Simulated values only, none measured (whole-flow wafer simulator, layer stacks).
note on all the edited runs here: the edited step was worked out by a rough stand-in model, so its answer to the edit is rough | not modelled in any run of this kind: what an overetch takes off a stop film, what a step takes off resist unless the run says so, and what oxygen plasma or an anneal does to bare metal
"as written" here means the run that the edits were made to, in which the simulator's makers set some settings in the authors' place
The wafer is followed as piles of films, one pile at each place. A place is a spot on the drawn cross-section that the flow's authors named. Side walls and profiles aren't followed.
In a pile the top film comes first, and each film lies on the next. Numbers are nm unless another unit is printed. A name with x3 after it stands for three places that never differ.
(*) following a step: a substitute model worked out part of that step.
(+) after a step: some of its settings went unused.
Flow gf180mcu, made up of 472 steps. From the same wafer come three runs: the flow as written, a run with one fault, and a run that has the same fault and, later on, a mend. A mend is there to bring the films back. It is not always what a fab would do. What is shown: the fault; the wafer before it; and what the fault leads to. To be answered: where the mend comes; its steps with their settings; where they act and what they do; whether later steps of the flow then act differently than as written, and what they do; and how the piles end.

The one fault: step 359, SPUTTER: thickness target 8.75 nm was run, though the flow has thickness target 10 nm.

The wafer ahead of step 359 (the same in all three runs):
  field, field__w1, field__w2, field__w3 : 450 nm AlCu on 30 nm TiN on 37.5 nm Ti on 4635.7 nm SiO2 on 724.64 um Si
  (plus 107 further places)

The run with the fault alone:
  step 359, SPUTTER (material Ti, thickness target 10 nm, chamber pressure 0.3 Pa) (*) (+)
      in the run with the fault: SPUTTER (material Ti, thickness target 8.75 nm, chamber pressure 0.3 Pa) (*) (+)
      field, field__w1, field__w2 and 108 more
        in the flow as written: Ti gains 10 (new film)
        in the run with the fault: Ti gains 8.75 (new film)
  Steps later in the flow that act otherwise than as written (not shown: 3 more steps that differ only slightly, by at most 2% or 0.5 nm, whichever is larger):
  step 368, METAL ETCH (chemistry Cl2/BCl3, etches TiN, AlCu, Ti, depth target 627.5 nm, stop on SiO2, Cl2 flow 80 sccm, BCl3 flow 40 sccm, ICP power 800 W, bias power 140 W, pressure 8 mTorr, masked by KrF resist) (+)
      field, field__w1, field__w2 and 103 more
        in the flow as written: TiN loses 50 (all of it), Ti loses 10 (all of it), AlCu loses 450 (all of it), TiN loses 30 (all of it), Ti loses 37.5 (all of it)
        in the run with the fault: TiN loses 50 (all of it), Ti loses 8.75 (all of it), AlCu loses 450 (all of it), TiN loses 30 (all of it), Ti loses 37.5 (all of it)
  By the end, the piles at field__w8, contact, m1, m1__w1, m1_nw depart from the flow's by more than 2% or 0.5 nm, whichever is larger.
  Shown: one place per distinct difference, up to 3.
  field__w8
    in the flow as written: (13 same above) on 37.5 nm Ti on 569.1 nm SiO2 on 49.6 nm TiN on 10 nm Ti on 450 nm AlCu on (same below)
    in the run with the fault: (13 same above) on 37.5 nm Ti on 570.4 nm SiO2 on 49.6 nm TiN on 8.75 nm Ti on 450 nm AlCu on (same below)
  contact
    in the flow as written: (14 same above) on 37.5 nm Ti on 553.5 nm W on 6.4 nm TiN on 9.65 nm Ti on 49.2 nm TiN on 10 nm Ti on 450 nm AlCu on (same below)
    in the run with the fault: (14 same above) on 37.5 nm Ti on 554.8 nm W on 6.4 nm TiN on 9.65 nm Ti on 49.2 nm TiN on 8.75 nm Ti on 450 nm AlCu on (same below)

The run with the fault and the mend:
  After step 359 comes the mend.
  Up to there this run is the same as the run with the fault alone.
  step 359a, SPUTTER (material Ti, thickness target 1.25 nm, chamber pressure 0.3 Pa) (*) (+) (a further turn of the flow's step 359, with different settings)
      field, field__w1, field__w2 and 108 more
        Ti gains 1.25
  Later steps of the flow that are run all act as written at every place that is followed.
  At every place that both follow, the piles at the end match the flow's.
